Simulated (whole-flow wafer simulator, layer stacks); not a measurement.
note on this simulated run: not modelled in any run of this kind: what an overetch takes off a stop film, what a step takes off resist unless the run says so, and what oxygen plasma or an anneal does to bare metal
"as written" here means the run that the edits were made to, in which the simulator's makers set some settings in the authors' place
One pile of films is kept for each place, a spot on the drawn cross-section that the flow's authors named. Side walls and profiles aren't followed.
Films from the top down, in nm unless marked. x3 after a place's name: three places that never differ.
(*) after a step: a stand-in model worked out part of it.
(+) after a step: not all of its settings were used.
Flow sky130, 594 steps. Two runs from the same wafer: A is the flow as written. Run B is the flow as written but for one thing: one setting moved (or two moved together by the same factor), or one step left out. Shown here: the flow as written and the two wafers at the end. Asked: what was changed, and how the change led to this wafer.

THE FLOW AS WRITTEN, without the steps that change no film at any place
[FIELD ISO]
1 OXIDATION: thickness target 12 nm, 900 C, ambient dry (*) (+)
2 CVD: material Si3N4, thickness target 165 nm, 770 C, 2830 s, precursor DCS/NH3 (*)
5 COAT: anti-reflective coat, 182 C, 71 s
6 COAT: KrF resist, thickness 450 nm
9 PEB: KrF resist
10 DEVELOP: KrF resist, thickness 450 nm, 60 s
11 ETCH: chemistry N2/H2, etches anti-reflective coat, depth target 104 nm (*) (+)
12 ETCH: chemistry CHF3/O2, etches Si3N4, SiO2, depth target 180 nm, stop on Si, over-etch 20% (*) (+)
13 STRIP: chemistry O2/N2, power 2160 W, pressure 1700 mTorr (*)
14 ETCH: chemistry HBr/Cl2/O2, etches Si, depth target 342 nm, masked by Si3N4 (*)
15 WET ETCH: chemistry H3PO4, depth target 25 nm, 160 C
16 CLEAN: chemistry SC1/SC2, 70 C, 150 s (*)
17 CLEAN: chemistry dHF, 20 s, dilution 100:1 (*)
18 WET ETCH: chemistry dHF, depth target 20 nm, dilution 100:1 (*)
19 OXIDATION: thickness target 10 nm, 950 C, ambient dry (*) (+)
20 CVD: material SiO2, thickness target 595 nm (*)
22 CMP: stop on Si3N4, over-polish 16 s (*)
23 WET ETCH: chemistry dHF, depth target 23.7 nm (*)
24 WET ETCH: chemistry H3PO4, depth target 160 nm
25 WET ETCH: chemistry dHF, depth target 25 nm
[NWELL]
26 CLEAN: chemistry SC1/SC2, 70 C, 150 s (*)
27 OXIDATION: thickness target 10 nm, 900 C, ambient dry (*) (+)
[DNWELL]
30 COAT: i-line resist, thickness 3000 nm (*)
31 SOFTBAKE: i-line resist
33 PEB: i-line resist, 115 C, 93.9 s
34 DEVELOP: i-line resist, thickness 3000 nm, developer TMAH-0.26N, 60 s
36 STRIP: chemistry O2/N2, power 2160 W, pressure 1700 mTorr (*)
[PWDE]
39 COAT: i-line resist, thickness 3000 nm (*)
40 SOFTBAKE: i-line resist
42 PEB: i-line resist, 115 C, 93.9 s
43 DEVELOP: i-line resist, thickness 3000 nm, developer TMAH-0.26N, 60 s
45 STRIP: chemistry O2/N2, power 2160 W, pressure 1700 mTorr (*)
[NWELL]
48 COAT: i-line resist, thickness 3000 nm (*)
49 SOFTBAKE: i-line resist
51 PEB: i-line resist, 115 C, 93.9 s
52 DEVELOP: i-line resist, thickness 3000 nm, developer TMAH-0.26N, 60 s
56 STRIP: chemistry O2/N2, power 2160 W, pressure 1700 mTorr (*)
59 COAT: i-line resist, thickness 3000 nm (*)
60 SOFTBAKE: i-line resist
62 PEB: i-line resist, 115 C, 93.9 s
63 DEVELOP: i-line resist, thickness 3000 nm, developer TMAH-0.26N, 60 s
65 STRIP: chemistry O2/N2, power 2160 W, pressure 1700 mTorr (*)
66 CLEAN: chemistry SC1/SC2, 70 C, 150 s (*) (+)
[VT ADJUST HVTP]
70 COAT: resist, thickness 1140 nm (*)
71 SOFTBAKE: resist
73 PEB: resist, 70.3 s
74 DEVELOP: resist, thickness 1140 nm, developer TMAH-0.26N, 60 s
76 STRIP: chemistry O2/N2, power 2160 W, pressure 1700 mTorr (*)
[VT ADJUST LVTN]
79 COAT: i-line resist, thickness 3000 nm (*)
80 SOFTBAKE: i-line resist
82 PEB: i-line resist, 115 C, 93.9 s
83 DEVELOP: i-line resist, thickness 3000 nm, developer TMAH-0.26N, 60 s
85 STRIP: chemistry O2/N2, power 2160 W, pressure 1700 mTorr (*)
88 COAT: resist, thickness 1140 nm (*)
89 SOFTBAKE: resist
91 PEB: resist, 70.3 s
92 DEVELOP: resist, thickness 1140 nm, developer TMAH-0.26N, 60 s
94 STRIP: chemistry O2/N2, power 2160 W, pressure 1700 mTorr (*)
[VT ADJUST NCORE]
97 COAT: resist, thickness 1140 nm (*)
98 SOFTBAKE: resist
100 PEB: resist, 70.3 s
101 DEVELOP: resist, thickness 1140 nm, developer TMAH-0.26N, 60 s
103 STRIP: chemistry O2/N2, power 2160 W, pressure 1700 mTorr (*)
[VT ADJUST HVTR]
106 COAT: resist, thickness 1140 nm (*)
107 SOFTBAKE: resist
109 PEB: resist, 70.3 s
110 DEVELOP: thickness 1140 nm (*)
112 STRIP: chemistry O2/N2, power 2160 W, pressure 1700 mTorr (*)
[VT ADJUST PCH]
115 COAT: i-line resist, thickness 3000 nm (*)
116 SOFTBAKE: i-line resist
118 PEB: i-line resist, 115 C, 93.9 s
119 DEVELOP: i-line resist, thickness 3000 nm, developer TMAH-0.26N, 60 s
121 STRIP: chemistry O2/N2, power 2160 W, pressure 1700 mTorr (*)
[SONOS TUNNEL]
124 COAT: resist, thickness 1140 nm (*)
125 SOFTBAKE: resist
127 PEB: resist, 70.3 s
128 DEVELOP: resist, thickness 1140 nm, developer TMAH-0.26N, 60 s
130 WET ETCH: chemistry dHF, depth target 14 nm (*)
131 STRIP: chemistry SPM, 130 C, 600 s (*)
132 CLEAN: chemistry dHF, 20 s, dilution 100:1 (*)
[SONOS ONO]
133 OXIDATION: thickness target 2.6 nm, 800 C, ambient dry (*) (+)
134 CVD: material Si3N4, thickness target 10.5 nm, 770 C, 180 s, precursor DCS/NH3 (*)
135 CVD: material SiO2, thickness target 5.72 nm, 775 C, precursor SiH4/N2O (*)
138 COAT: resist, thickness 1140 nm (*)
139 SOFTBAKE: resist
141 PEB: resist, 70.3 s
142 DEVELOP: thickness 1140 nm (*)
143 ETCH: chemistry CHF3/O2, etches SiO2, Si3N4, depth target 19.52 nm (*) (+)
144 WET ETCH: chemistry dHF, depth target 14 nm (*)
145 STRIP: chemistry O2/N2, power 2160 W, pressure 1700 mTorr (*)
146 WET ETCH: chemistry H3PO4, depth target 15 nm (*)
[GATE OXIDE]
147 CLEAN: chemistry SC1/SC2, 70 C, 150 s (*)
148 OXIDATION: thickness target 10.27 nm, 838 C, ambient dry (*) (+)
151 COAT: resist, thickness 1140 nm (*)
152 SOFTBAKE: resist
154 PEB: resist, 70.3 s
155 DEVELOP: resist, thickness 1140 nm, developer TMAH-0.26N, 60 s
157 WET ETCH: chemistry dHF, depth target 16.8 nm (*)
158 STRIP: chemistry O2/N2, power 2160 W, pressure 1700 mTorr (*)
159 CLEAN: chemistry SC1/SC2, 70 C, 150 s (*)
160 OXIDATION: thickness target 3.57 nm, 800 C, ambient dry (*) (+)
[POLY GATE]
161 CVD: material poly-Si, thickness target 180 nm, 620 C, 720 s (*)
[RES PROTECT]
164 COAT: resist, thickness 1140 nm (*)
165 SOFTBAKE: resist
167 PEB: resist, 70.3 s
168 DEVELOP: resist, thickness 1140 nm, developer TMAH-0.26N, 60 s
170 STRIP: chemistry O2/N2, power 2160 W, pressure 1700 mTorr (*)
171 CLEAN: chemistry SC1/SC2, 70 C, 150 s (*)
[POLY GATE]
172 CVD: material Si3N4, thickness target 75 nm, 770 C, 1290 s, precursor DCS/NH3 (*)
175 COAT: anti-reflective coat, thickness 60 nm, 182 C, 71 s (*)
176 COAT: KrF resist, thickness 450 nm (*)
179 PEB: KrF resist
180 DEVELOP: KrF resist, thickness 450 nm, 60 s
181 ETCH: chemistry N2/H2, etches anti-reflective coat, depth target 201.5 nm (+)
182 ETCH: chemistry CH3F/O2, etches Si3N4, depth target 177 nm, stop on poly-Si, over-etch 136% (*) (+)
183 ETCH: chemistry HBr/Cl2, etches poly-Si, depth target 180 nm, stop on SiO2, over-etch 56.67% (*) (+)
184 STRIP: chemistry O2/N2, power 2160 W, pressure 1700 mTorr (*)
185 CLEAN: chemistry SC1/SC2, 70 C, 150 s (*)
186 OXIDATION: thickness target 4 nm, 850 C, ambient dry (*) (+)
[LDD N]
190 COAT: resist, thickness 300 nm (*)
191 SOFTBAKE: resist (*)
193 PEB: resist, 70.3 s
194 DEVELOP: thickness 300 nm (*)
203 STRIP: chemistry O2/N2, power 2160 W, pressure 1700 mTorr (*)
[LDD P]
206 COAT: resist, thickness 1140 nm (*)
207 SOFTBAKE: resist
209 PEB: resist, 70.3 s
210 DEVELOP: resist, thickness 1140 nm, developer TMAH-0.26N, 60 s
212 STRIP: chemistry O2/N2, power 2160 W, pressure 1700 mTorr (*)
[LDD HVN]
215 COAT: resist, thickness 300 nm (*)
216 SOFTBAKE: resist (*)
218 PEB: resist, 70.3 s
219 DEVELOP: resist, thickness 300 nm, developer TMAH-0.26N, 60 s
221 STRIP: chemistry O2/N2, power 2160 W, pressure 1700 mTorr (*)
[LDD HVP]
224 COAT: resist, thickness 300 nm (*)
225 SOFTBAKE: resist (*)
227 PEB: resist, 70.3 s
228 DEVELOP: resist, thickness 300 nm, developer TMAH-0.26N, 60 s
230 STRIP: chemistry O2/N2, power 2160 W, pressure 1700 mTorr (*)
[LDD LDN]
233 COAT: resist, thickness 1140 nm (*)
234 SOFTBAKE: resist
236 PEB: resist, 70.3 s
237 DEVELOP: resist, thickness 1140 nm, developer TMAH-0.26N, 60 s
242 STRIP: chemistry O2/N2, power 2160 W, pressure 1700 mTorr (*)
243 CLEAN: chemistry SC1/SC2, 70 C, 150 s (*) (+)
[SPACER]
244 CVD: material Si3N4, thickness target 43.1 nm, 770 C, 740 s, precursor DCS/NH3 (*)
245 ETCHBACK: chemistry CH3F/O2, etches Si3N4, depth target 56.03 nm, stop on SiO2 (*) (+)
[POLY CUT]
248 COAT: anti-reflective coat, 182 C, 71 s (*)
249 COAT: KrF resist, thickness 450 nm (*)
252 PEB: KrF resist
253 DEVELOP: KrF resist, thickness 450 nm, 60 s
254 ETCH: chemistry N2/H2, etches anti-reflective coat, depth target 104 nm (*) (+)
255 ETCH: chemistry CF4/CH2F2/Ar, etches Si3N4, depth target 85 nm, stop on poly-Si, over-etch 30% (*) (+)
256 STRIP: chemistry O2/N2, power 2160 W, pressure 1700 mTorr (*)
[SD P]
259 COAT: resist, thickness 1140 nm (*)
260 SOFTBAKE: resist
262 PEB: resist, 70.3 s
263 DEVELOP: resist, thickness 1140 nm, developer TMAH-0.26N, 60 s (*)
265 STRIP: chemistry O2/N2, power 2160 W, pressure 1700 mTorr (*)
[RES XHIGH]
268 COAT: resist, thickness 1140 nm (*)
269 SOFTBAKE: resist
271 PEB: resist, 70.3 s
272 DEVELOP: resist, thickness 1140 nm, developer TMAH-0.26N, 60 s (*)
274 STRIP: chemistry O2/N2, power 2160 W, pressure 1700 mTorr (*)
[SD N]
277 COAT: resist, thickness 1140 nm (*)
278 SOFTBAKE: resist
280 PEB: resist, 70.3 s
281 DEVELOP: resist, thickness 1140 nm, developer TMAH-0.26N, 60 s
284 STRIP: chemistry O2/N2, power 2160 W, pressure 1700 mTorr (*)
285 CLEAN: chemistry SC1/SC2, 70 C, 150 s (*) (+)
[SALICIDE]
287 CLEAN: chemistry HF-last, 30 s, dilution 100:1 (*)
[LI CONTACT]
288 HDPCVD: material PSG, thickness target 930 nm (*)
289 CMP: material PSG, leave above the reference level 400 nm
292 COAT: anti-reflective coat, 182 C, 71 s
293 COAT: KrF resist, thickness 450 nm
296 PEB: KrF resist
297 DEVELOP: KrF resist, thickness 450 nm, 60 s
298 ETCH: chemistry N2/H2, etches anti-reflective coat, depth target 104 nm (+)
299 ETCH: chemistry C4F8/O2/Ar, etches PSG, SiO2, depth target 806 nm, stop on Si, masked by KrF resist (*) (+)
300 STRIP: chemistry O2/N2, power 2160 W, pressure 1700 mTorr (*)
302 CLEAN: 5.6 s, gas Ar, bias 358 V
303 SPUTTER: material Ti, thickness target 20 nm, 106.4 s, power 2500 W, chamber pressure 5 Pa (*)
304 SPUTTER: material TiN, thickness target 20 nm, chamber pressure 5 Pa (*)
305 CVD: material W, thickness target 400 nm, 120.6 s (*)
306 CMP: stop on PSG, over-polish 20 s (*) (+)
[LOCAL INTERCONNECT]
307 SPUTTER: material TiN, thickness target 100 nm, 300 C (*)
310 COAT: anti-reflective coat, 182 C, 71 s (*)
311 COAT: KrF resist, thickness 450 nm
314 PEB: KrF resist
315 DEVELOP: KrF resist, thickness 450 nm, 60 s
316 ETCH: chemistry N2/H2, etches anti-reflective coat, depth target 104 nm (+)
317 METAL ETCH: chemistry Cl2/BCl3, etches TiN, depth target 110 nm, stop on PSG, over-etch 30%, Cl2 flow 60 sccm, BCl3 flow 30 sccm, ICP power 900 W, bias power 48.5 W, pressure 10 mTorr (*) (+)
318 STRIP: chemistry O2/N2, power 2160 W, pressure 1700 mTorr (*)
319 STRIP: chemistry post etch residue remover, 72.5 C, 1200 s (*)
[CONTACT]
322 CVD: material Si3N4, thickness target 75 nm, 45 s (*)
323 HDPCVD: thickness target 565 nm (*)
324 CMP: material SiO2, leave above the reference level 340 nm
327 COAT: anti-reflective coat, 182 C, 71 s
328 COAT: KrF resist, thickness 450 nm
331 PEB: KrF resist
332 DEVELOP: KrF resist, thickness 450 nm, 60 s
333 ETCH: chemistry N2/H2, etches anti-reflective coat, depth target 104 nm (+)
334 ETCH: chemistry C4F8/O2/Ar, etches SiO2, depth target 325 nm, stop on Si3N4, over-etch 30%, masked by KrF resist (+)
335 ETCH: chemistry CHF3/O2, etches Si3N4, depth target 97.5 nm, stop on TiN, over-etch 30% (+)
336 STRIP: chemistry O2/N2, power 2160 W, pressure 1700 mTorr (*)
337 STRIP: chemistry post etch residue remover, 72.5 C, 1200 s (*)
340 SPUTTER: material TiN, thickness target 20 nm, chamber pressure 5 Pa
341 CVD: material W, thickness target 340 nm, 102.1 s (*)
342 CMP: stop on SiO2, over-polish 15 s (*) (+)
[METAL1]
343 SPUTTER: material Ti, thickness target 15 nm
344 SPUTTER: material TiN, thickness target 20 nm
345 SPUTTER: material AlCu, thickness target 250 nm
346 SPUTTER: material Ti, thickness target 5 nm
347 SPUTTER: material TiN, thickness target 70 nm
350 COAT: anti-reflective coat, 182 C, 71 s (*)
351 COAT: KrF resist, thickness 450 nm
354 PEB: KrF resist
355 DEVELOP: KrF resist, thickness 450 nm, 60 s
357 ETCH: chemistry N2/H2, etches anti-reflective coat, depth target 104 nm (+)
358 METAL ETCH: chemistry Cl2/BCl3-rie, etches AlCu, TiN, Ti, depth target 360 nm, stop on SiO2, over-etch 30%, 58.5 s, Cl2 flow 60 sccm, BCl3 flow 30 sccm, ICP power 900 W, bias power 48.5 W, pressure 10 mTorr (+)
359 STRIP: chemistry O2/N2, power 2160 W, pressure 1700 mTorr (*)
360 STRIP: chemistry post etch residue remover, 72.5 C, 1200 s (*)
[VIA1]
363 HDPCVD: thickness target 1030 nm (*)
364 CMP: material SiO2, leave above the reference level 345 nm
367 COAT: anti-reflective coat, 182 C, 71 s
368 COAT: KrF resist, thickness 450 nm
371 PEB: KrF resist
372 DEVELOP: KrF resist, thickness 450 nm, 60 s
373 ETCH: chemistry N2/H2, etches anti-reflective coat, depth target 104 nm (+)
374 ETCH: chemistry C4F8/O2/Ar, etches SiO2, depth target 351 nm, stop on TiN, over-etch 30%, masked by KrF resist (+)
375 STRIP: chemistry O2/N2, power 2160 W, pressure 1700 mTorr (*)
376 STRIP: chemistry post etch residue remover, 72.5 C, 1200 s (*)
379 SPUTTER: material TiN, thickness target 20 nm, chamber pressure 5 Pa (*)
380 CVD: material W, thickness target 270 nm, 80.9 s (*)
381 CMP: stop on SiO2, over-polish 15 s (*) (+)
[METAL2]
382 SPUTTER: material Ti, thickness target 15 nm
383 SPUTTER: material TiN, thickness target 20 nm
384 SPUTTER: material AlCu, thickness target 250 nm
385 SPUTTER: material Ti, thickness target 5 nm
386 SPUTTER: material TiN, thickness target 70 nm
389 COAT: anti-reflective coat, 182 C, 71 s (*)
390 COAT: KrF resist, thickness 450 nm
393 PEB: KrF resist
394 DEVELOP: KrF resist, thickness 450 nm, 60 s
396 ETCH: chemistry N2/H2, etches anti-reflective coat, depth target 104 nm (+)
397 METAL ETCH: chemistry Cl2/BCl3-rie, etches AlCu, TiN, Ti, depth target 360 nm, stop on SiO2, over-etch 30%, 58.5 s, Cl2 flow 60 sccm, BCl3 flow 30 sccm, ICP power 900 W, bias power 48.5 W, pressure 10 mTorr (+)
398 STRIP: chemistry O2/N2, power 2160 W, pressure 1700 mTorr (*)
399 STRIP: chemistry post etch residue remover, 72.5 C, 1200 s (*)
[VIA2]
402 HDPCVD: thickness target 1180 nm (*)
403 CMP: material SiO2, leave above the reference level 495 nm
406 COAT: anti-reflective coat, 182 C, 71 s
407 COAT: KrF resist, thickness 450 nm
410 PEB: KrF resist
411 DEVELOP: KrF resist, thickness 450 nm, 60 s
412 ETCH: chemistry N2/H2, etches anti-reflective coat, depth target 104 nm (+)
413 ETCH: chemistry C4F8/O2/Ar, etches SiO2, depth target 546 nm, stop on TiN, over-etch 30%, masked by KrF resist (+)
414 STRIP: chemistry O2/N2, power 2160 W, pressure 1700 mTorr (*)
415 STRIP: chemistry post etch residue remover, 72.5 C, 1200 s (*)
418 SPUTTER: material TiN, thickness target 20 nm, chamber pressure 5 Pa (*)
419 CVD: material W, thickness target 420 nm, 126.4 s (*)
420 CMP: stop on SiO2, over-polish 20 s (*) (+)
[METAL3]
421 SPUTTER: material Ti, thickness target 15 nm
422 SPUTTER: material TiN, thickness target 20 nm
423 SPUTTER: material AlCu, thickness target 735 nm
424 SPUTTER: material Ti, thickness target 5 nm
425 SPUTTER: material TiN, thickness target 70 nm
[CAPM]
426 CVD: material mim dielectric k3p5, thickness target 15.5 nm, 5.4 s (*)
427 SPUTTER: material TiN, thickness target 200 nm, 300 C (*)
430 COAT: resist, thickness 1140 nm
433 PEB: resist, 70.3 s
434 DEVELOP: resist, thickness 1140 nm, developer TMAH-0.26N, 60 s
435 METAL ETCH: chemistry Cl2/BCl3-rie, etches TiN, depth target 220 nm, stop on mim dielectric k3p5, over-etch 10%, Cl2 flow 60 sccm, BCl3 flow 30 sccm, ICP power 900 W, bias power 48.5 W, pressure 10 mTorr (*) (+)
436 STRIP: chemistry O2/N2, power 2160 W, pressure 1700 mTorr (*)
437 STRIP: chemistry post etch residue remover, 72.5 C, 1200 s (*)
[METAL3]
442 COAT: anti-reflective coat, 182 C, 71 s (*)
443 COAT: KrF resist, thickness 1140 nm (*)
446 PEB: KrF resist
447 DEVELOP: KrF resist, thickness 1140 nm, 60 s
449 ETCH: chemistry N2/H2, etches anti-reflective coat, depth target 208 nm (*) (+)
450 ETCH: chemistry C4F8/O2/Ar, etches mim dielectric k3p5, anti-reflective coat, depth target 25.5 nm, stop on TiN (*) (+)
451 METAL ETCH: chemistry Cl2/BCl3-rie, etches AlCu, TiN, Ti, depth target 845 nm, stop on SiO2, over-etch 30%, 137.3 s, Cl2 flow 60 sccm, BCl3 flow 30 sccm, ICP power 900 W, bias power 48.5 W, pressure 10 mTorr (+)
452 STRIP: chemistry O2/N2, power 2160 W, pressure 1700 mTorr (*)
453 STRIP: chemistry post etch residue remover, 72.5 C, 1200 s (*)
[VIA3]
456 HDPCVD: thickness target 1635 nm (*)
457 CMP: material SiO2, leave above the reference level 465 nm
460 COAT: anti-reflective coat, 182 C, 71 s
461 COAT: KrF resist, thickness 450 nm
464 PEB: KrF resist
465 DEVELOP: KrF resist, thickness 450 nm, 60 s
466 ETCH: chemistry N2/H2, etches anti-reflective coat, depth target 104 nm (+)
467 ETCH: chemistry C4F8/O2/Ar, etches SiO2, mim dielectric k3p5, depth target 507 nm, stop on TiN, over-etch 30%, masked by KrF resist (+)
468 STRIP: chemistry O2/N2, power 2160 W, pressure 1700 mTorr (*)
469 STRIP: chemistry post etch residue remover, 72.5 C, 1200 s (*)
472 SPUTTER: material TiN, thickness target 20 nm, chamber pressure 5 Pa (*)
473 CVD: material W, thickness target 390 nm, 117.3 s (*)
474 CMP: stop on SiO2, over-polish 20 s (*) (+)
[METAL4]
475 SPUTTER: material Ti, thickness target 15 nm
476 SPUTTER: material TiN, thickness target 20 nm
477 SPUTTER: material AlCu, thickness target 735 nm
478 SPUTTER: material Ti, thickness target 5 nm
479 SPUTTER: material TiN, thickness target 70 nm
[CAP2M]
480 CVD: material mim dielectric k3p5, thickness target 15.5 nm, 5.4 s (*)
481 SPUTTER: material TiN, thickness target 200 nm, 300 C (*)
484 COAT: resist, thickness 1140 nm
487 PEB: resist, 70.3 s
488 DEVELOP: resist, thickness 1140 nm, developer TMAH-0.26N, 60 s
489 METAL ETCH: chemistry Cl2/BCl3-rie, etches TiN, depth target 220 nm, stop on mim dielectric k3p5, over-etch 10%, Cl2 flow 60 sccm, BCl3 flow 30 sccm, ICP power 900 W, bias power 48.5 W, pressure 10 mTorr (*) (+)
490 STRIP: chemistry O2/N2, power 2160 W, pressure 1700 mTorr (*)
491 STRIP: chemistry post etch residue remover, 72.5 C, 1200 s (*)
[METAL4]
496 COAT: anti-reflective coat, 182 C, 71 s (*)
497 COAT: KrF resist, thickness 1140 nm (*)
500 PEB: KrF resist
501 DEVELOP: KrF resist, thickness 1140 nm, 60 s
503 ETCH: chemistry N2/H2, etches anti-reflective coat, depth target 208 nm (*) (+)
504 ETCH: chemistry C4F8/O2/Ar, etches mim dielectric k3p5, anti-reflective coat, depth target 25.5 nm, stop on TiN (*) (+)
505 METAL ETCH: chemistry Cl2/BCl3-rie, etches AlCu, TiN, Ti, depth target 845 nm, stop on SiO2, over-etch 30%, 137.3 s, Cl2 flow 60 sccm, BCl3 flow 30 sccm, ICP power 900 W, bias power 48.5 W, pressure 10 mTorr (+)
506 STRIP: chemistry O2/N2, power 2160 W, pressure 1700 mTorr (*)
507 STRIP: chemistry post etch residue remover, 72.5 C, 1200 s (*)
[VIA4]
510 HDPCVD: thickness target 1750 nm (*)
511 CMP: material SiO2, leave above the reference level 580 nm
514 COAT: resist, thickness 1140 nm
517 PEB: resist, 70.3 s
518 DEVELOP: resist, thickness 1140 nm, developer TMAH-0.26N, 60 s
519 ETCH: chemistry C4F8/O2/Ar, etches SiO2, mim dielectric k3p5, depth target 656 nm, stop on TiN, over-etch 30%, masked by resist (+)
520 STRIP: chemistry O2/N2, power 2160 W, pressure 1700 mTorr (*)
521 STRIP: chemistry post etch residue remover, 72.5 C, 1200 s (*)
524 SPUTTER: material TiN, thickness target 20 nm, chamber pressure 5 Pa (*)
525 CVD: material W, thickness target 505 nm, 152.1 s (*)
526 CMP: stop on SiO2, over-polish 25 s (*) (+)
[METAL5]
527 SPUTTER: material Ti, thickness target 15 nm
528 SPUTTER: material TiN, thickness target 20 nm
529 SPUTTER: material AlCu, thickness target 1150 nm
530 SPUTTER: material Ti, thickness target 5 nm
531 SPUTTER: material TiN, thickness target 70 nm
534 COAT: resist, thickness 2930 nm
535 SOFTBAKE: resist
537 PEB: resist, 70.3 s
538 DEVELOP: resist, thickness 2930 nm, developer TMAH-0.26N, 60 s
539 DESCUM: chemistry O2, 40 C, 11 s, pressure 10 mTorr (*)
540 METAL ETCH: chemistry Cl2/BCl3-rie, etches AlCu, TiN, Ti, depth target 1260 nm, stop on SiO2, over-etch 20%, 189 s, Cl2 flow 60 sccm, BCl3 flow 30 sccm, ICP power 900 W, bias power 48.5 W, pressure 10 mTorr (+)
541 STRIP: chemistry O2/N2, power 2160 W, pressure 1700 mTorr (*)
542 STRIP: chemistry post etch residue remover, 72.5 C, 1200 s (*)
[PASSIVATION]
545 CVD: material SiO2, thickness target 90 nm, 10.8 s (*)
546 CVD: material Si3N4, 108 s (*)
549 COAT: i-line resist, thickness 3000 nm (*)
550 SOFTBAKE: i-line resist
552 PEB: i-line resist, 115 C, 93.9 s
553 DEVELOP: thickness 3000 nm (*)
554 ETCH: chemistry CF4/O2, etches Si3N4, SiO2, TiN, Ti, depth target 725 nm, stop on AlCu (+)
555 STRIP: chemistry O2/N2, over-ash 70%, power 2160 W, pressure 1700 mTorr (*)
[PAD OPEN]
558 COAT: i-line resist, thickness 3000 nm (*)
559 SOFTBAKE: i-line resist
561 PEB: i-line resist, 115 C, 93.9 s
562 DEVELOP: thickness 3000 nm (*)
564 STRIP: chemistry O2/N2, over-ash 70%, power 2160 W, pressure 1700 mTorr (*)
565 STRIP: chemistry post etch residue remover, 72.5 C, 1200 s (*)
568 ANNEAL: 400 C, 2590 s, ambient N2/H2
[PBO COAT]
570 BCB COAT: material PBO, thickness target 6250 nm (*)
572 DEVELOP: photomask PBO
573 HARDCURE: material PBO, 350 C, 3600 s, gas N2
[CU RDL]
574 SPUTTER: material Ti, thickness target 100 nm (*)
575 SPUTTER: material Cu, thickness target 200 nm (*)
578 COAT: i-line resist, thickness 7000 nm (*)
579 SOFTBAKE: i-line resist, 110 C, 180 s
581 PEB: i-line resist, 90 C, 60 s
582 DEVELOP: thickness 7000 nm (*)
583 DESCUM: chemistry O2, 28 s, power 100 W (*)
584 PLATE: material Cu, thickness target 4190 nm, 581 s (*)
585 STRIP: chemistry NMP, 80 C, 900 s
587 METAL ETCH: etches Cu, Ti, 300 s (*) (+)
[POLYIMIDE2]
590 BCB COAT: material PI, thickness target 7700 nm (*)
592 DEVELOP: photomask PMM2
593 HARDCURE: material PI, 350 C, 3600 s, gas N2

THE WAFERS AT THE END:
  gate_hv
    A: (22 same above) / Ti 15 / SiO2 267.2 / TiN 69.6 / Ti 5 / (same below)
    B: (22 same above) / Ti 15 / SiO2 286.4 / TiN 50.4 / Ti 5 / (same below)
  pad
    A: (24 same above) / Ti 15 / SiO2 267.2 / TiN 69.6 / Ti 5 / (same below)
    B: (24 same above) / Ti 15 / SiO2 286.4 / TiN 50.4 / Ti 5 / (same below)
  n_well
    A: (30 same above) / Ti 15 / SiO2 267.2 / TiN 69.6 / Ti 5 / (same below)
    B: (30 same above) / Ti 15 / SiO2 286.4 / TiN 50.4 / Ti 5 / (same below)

The cause: step 347, SPUTTER: thickness target 50.8 nm was run, where the flow has thickness target 70 nm.

How the change led to this, step by step:
  347 SPUTTER: material TiN, thickness target 70 nm
      field, active, n_well and 188 more: A TiN +70 (new film) | B TiN +50.8 (new film)
  358 METAL ETCH: chemistry Cl2/BCl3-rie, etches AlCu, TiN, Ti, depth target 360 nm, stop on SiO2, over-etch 30%, 58.5 s, Cl2 flow 60 sccm, BCl3 flow 30 sccm, ICP power 900 W, bias power 48.5 W, pressure 10 mTorr (+)
      field, active, gate and 81 more: A TiN -68.7 (all of it), Ti -5 (all of it), AlCu -250 (all of it), TiN -20 (all of it), Ti -15 (all of it), SiO2 -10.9 | B TiN -49.5 (all of it), Ti -5 (all of it), AlCu -250 (all of it), TiN -20 (all of it), Ti -15 (all of it), SiO2 -12.9
  364 CMP: material SiO2, leave above the reference level 345 nm
      n_well, p_well, gate_hv and 100 more: A SiO2 -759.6 | B SiO2 -740.4
      poly_licon, ndiff_licon, ndiff_licon_cpp, rpo_hd_licon: A SiO2 -759 | B SiO2 -739.8
  374 ETCH: chemistry C4F8/O2/Ar, etches SiO2, depth target 351 nm, stop on TiN, over-etch 30%, masked by KrF resist (+)
      m1, via1_hole: A SiO2 -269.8 (all of it) | B SiO2 -289 (all of it)
  380 CVD: material W, thickness target 270 nm, 80.9 s (*)
      m1, via1_hole: A W +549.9 (new film) | B W +569.4 (new film)
